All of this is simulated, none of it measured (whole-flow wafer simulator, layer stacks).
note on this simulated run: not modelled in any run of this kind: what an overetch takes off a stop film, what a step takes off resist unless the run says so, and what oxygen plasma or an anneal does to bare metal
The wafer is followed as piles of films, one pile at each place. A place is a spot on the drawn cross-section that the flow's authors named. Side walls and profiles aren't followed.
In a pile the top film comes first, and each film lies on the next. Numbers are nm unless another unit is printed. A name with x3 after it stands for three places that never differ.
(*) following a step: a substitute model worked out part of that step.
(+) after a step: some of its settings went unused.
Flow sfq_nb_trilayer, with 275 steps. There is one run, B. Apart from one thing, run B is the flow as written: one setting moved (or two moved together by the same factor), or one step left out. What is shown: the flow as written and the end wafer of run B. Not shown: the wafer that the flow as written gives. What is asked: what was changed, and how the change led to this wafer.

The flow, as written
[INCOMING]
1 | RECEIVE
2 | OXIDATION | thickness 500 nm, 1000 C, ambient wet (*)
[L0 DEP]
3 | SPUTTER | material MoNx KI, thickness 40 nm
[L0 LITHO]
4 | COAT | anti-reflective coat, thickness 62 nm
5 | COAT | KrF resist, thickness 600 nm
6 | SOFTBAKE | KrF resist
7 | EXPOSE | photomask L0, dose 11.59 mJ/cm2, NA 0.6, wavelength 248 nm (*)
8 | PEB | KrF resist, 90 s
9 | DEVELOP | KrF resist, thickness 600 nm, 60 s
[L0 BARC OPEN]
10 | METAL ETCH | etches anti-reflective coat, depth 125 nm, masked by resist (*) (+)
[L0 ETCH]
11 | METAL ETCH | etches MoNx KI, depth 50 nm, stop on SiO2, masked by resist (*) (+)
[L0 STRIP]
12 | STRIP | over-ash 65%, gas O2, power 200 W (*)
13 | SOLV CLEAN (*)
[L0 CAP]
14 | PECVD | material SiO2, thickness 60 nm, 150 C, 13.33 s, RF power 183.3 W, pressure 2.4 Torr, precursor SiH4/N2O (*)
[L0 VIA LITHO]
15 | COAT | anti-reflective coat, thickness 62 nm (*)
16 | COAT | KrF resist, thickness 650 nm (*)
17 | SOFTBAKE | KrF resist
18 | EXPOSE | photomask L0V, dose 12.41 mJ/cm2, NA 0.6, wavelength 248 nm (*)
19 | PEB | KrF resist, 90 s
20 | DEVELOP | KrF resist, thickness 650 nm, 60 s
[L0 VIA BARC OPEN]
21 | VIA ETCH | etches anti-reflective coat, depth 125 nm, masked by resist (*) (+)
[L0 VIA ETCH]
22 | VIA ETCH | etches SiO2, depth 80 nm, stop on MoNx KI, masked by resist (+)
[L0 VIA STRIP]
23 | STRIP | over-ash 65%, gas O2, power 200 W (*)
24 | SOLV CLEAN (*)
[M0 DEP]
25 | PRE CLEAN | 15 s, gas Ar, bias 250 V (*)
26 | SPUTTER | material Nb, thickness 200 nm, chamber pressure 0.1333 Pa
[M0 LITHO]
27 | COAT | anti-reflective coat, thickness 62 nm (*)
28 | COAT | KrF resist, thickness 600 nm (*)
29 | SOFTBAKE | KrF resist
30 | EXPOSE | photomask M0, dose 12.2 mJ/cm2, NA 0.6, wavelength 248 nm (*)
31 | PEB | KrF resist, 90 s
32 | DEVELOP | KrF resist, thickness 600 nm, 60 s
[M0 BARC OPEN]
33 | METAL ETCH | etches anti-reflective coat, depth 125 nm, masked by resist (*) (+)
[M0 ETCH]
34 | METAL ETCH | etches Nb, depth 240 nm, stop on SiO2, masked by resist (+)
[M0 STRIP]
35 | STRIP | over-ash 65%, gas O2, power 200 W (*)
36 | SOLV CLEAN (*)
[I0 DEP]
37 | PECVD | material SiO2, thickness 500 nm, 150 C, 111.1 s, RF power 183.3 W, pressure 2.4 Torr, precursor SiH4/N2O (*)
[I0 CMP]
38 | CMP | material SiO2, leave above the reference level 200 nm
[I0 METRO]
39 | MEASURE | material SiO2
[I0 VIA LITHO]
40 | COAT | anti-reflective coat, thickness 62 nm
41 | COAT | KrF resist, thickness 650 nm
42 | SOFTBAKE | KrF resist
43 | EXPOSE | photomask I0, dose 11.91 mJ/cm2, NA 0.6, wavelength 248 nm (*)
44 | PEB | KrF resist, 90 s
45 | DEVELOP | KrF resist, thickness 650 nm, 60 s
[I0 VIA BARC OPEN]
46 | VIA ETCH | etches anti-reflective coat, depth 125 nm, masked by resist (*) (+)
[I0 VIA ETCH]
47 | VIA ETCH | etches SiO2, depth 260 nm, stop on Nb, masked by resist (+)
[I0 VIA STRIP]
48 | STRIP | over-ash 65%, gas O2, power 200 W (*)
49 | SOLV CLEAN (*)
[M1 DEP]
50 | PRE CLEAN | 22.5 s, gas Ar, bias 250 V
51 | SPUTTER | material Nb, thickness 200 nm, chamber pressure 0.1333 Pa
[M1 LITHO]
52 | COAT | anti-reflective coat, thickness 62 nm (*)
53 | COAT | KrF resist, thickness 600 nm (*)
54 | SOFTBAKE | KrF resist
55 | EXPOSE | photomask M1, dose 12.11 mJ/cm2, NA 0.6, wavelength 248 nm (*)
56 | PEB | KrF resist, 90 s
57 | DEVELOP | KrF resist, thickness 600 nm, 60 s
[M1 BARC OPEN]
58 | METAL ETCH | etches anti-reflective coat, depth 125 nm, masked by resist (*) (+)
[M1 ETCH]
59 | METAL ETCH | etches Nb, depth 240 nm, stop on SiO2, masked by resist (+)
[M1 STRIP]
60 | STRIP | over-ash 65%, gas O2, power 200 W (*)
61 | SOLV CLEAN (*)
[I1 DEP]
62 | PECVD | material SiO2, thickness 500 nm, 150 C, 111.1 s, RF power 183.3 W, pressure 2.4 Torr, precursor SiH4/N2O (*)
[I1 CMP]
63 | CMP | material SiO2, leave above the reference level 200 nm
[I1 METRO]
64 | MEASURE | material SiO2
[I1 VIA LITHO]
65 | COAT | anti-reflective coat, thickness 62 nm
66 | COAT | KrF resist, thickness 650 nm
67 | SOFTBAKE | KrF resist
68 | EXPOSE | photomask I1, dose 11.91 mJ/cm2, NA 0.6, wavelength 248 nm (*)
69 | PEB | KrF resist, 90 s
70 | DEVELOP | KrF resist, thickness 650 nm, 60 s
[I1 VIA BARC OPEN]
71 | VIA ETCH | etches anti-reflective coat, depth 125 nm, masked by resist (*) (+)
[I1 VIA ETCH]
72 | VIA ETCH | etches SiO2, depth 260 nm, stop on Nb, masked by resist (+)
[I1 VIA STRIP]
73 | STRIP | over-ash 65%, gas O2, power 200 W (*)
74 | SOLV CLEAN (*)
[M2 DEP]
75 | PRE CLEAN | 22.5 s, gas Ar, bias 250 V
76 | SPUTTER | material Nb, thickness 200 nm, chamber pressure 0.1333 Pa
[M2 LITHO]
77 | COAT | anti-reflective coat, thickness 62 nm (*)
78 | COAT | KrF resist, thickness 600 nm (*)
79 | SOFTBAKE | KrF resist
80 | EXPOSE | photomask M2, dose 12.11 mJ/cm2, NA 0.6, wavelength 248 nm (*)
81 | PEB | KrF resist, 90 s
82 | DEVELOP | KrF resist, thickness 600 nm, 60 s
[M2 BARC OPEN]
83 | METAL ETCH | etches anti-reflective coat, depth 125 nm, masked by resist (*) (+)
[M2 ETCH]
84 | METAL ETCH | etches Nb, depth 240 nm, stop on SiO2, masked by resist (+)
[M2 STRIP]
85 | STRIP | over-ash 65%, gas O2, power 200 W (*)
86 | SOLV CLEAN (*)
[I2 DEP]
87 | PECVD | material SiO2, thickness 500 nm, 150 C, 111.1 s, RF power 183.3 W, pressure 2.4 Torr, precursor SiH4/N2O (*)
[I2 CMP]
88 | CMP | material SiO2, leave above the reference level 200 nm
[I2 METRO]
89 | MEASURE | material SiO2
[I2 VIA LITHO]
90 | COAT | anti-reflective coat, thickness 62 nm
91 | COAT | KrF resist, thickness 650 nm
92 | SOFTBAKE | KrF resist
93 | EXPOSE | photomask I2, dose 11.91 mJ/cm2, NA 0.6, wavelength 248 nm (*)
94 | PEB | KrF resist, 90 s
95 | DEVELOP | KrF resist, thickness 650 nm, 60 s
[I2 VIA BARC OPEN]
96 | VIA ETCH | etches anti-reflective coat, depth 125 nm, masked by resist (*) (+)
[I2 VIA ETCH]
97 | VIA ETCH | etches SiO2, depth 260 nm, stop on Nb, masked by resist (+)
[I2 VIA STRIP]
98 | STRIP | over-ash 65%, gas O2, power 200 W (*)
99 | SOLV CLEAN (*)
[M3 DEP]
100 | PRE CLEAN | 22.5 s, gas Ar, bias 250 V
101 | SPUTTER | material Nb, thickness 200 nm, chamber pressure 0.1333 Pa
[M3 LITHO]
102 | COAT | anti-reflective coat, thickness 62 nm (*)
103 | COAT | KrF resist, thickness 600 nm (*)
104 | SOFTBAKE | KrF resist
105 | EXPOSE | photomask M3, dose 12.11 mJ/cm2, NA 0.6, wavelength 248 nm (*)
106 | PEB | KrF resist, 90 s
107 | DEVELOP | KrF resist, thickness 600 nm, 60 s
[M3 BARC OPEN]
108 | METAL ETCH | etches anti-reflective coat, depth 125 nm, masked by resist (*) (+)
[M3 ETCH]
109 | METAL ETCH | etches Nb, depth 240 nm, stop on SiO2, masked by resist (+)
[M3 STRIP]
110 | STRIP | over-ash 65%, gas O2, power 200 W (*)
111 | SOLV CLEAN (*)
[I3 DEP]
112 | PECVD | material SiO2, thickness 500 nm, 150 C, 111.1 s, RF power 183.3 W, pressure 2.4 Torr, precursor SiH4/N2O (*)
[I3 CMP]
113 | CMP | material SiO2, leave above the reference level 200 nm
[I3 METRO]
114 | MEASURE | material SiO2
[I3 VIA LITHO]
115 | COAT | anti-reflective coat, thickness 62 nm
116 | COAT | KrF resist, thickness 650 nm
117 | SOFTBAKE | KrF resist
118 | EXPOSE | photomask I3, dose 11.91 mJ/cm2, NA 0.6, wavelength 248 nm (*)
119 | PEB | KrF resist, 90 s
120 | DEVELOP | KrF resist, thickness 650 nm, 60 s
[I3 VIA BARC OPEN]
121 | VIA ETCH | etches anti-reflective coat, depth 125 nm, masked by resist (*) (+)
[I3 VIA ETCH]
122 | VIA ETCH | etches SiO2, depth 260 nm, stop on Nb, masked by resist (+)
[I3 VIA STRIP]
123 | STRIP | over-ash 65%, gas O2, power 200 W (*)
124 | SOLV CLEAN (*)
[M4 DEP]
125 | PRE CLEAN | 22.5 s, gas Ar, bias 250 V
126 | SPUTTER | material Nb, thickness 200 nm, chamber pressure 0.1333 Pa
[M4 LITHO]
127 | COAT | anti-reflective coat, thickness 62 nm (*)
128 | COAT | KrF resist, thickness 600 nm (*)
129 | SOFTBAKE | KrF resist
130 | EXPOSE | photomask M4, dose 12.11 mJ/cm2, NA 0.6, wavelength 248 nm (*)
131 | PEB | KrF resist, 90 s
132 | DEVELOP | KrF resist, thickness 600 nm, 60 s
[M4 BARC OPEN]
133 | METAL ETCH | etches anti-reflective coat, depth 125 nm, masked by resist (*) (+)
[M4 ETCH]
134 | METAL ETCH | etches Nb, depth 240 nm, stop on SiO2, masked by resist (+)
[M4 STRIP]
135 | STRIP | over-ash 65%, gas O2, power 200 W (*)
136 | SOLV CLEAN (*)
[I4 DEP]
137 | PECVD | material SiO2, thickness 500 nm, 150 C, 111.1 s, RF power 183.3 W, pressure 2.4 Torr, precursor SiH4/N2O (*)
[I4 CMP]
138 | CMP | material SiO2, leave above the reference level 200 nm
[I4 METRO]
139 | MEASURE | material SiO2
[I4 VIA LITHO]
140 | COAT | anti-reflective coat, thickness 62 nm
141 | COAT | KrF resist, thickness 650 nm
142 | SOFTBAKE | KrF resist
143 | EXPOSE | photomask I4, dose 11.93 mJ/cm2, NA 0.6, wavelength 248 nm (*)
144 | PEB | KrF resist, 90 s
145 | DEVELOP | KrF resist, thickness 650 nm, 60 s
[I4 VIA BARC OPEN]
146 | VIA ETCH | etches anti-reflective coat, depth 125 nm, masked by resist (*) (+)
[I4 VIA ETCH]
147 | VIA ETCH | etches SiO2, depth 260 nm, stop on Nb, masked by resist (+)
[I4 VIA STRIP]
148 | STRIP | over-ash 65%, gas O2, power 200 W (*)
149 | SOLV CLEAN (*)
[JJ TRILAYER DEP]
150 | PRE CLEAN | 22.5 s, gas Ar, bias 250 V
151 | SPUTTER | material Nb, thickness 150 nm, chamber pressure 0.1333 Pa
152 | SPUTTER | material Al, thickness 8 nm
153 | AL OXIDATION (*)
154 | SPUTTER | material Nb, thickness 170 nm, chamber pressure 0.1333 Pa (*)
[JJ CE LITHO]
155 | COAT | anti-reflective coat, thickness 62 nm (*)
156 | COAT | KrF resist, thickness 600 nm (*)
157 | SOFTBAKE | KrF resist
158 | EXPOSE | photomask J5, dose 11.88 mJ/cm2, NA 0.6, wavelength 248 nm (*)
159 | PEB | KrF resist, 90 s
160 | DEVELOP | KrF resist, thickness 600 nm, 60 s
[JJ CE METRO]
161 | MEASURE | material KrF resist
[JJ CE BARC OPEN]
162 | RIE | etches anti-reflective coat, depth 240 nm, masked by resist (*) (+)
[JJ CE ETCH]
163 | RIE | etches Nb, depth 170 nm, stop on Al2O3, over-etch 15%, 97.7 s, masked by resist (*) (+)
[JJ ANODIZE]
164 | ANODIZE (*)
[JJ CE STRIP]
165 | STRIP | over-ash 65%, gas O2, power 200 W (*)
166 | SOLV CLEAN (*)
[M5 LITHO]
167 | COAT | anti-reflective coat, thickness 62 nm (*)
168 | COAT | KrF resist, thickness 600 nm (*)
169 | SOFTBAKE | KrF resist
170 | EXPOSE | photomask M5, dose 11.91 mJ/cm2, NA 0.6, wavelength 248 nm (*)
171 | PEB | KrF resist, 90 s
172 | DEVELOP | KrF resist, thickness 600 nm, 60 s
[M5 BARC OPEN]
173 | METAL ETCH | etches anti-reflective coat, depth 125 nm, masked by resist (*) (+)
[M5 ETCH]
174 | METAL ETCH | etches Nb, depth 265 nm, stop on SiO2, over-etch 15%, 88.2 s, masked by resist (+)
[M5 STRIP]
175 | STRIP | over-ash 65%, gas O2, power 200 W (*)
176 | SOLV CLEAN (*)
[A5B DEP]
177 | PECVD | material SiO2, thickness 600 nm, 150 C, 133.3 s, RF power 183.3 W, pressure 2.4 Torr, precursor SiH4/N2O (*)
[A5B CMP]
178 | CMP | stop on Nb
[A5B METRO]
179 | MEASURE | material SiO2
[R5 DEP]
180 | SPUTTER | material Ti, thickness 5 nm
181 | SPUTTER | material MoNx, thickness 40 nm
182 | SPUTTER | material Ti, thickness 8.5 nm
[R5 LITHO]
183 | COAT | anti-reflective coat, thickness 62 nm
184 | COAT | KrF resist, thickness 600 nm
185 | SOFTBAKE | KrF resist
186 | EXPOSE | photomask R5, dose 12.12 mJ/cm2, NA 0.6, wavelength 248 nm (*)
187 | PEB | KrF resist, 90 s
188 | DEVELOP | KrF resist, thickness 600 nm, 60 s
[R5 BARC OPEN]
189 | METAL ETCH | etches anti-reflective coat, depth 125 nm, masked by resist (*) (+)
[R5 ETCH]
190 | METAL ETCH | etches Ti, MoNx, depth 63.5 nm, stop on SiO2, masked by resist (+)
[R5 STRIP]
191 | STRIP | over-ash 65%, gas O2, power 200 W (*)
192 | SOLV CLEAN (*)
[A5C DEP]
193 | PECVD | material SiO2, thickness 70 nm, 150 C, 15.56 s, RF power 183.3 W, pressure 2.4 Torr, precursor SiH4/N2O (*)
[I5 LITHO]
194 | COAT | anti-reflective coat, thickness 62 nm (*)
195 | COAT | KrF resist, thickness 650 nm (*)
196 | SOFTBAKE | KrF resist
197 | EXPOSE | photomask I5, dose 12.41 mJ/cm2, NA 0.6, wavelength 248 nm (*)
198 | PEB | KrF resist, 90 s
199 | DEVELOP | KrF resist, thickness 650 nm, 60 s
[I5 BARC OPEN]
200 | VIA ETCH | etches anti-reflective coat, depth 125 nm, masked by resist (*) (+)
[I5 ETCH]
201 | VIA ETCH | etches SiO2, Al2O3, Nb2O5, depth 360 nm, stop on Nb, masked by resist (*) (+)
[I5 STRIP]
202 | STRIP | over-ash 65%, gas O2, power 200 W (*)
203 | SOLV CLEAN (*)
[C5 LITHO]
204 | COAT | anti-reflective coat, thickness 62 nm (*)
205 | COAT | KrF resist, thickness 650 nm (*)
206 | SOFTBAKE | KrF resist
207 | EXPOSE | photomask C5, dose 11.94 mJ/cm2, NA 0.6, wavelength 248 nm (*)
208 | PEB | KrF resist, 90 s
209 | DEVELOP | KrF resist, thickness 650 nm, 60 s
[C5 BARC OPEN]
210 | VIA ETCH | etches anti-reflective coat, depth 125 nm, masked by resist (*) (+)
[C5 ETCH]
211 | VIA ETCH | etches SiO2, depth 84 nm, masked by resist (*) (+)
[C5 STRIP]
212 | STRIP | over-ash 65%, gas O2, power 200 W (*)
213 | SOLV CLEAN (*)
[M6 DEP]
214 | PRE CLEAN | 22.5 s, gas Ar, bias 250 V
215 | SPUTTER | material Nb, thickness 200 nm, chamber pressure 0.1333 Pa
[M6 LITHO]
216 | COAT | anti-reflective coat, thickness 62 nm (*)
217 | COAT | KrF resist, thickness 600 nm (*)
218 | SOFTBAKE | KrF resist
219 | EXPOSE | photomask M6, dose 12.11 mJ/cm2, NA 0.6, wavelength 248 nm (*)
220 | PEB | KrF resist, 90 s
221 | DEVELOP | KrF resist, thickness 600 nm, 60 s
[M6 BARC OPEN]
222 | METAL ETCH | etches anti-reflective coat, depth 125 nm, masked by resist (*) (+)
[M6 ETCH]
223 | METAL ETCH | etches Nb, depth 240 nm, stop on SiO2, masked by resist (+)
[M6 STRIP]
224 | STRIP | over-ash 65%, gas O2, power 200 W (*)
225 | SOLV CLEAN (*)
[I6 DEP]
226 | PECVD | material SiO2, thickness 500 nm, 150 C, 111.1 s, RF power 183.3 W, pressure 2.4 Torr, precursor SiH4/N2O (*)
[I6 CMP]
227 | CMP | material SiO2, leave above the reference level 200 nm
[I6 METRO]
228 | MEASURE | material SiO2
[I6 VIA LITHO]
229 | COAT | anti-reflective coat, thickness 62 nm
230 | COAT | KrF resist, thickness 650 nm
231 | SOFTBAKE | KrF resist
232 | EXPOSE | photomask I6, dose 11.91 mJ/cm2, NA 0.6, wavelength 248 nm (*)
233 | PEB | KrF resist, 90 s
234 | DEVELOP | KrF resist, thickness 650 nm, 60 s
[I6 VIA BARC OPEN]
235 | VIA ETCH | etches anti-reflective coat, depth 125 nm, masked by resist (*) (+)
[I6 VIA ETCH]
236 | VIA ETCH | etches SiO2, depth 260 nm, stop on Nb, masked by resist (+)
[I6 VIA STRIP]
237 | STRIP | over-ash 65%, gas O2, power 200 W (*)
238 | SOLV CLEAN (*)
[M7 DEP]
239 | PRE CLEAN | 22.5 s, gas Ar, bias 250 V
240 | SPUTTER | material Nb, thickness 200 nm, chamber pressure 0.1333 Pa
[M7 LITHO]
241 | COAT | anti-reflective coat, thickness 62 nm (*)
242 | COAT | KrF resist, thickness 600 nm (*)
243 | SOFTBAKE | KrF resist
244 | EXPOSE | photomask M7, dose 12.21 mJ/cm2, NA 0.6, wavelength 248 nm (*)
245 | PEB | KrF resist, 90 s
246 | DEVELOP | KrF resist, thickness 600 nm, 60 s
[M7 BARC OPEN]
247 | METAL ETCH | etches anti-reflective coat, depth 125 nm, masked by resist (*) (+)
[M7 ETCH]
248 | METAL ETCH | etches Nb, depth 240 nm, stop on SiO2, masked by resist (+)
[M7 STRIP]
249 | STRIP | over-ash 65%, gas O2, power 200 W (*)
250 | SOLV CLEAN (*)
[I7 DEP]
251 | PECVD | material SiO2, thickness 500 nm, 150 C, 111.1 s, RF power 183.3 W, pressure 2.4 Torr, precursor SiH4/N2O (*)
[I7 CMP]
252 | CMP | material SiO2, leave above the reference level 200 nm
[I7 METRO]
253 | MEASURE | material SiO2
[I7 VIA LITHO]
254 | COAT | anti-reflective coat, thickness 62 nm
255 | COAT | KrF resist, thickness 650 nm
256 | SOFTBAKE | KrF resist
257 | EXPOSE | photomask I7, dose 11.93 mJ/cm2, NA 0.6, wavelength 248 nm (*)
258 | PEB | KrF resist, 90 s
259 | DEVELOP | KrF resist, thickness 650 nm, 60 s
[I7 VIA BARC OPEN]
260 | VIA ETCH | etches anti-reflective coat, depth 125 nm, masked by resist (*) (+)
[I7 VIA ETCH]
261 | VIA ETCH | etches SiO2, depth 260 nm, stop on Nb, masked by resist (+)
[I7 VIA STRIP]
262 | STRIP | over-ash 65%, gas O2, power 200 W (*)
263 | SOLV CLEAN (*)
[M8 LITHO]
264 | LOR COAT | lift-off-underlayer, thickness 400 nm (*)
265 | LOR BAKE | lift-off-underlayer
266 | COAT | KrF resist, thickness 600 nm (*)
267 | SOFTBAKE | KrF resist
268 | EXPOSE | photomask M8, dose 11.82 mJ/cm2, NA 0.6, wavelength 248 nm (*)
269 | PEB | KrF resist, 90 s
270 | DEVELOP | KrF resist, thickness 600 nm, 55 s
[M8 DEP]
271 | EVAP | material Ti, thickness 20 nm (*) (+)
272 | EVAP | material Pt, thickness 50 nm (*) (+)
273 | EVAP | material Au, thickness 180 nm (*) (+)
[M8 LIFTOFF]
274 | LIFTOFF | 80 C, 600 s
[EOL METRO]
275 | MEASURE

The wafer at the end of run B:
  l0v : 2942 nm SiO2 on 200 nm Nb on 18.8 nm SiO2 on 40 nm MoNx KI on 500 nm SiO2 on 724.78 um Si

Cause: step 22, VIA ETCH: depth 36 nm was run, while the flow as written has depth 80 nm.

Step by step, how the change led to this:
  22 | VIA ETCH | etches SiO2, depth 80 nm, stop on MoNx KI, masked by resist (+)
      l0v: SiO2 loses 36 (in the flow as written it would be: SiO2 loses 59.8 (all of it))
      field_l, v_sur, via_wl and 102 more: KrF resist loses 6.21 (in the flow as written it would be: KrF resist loses 13.8)
  25 | PRE CLEAN | 15 s, gas Ar, bias 250 V (*)
      l0v: SiO2 loses 5 (in the flow as written it would be: MoNx KI loses 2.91)
  26 | SPUTTER | material Nb, thickness 200 nm, chamber pressure 0.1333 Pa
      l0v: Nb gains 200 (new film) (in the flow as written it would be: Nb gains 195.7 (new film))
  27 | COAT | anti-reflective coat, thickness 62 nm (*)
      l0_sur: anti-reflective coat gains 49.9 (new film) (in the flow as written it would be: anti-reflective coat gains 47.5 (new film))
      l0v: anti-reflective coat gains 71 (new film) (in the flow as written it would be: anti-reflective coat gains 78 (new film))
  28 | COAT | KrF resist, thickness 600 nm (*)
      l0v: KrF resist gains 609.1 (new film) (in the flow as written it would be: KrF resist gains 622.9 (new film))
  35 | STRIP | over-ash 65%, gas O2, power 200 W (*)
      l0_sur: KrF resist loses 373.4 (all of it), anti-reflective coat loses 49.9 (all of it) (in the flow as written it would be: KrF resist loses 372 (all of it), anti-reflective coat loses 47.5 (all of it))
      l0v: KrF resist loses 391.4 (all of it), anti-reflective coat loses 71 (all of it) (in the flow as written it would be: KrF resist loses 405.3 (all of it), anti-reflective coat loses 78 (all of it))
  38 | CMP | material SiO2, leave above the reference level 200 nm
      l0v: SiO2 loses 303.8 (in the flow as written it would be: SiO2 loses 277.8)
If metal films that touch count as one body, l0v has 2 bodies (between them, from the top down: SiO2 18.8); the flow as written gives 1 body.
